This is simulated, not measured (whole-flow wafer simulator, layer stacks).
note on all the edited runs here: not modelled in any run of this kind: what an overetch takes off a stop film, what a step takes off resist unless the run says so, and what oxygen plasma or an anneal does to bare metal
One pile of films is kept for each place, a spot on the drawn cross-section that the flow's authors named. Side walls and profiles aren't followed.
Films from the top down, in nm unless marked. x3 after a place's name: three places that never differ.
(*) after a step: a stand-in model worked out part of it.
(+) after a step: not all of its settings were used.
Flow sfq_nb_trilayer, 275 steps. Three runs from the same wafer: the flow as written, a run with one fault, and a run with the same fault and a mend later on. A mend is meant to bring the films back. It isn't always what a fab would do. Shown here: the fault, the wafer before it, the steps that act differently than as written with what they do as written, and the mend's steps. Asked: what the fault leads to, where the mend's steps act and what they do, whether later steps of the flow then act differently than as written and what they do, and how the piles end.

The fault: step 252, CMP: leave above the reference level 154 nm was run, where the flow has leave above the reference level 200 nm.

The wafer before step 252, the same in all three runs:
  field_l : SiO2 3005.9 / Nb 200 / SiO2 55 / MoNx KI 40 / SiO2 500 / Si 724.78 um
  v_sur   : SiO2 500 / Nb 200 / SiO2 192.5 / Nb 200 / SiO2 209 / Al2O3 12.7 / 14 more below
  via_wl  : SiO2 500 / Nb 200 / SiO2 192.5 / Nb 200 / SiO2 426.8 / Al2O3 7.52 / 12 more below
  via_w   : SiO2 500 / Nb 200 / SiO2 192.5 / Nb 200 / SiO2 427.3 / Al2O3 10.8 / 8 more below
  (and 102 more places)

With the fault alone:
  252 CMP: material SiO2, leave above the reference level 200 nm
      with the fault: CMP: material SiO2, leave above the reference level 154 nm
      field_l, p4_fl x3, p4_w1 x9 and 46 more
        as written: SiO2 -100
        with the fault: SiO2 -146
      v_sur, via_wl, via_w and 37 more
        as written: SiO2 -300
        with the fault: SiO2 -346
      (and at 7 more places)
  Later steps of the flow that act differently than as written (4 more steps differ only slightly, by at most 2% or 0.5 nm, whichever is larger, and aren't shown):
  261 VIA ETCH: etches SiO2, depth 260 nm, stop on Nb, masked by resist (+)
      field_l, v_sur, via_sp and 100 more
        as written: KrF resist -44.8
        with the fault: KrF resist -39.8
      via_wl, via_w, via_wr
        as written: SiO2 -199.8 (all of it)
        with the fault: SiO2 -153.8 (all of it)
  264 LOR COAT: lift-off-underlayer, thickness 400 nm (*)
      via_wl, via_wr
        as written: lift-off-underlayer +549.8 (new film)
        with the fault: lift-off-underlayer +515.3 (new film)
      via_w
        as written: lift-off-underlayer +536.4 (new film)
        with the fault: lift-off-underlayer +505 (new film)
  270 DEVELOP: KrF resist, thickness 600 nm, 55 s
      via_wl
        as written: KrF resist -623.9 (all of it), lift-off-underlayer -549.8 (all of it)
        with the fault: KrF resist -618.1 (all of it), lift-off-underlayer -515.3 (all of it)
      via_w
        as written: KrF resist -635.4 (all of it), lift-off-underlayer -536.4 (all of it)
        with the fault: KrF resist -627 (all of it), lift-off-underlayer -505 (all of it)
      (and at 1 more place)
  At the end the piles differ from the flow's by more than 2% or 0.5 nm, whichever is larger, at v_sur, via_sp, via_v and 83 more.
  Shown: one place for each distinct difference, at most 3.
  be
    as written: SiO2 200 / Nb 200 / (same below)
    with the fault: SiO2 154 / Nb 200 / (same below)
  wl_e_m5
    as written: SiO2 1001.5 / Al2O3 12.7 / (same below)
    with the fault: SiO2 955.5 / Al2O3 12.7 / (same below)
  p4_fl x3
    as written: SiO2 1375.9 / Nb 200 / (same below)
    with the fault: SiO2 1329.9 / Nb 200 / (same below)

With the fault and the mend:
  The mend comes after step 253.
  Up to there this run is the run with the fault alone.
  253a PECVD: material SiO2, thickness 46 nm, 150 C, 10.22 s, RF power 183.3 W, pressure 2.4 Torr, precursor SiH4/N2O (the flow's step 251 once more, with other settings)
      field_l, v_sur, via_wl and 103 more
        SiO2 +46
  No later step of the flow acts differently than as written at any place that is followed.
  At the end the piles are the same as the flow's at every place that both follow.
